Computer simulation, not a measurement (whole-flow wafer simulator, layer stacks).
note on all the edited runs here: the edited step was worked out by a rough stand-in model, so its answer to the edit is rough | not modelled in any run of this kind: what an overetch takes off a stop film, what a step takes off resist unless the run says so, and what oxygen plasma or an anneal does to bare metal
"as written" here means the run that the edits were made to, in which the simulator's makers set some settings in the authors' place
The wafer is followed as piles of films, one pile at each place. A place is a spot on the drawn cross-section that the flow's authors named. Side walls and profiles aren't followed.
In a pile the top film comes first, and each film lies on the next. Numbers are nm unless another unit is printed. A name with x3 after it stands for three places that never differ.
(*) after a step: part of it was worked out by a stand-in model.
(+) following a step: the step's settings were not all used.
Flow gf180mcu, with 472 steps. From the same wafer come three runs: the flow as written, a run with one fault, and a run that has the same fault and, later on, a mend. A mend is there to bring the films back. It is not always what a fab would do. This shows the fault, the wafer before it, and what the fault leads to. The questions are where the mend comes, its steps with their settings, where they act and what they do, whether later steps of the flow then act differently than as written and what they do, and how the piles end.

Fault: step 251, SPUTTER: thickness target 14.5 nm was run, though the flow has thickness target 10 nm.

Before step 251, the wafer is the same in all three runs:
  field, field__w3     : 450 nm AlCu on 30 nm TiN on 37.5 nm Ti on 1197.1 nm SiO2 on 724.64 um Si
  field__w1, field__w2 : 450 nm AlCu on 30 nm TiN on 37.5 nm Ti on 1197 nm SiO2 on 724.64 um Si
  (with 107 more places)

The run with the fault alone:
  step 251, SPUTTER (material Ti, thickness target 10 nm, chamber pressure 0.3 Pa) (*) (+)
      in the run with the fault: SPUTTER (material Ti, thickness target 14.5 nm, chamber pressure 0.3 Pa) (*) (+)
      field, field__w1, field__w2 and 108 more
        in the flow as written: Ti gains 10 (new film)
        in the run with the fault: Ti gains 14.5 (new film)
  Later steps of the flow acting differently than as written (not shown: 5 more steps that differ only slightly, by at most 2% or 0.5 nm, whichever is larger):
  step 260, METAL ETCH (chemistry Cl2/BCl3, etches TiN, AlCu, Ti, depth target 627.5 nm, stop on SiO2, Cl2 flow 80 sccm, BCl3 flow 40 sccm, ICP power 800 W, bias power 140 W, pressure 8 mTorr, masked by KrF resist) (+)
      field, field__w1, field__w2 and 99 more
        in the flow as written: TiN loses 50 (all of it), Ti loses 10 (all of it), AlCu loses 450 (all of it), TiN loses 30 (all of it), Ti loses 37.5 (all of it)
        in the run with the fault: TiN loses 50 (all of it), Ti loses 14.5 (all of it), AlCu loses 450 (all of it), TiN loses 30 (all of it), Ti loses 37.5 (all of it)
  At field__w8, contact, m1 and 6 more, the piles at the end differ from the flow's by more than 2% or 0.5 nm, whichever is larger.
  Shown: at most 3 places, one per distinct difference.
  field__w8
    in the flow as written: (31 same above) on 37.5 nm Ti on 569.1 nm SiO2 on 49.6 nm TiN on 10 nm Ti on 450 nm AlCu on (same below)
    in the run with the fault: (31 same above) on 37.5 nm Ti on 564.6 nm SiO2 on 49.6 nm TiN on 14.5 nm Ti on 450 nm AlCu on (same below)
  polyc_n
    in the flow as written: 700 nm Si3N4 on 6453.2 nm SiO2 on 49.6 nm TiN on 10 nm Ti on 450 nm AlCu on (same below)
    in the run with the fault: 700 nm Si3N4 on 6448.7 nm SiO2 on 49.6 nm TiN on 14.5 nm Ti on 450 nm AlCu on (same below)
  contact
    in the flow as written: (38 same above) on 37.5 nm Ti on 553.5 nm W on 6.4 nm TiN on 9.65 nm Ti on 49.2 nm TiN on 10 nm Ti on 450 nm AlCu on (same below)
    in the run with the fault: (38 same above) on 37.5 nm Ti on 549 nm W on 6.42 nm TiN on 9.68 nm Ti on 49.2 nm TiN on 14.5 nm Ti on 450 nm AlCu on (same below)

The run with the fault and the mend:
  After step 251 comes the mend.
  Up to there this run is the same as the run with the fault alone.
  step 251a, METAL ETCH (chemistry Cl2/BCl3, etches TiN, AlCu, Ti, depth target 4.5 nm, Cl2 flow 80 sccm, BCl3 flow 40 sccm, ICP power 800 W, bias power 140 W, pressure 8 mTorr)
      field, field__w1, field__w2 and 108 more
        Ti loses 4.5
  Later steps of the flow that are run all act as written at every place that is followed.
  By the end, the piles equal the flow's at every place that both follow.
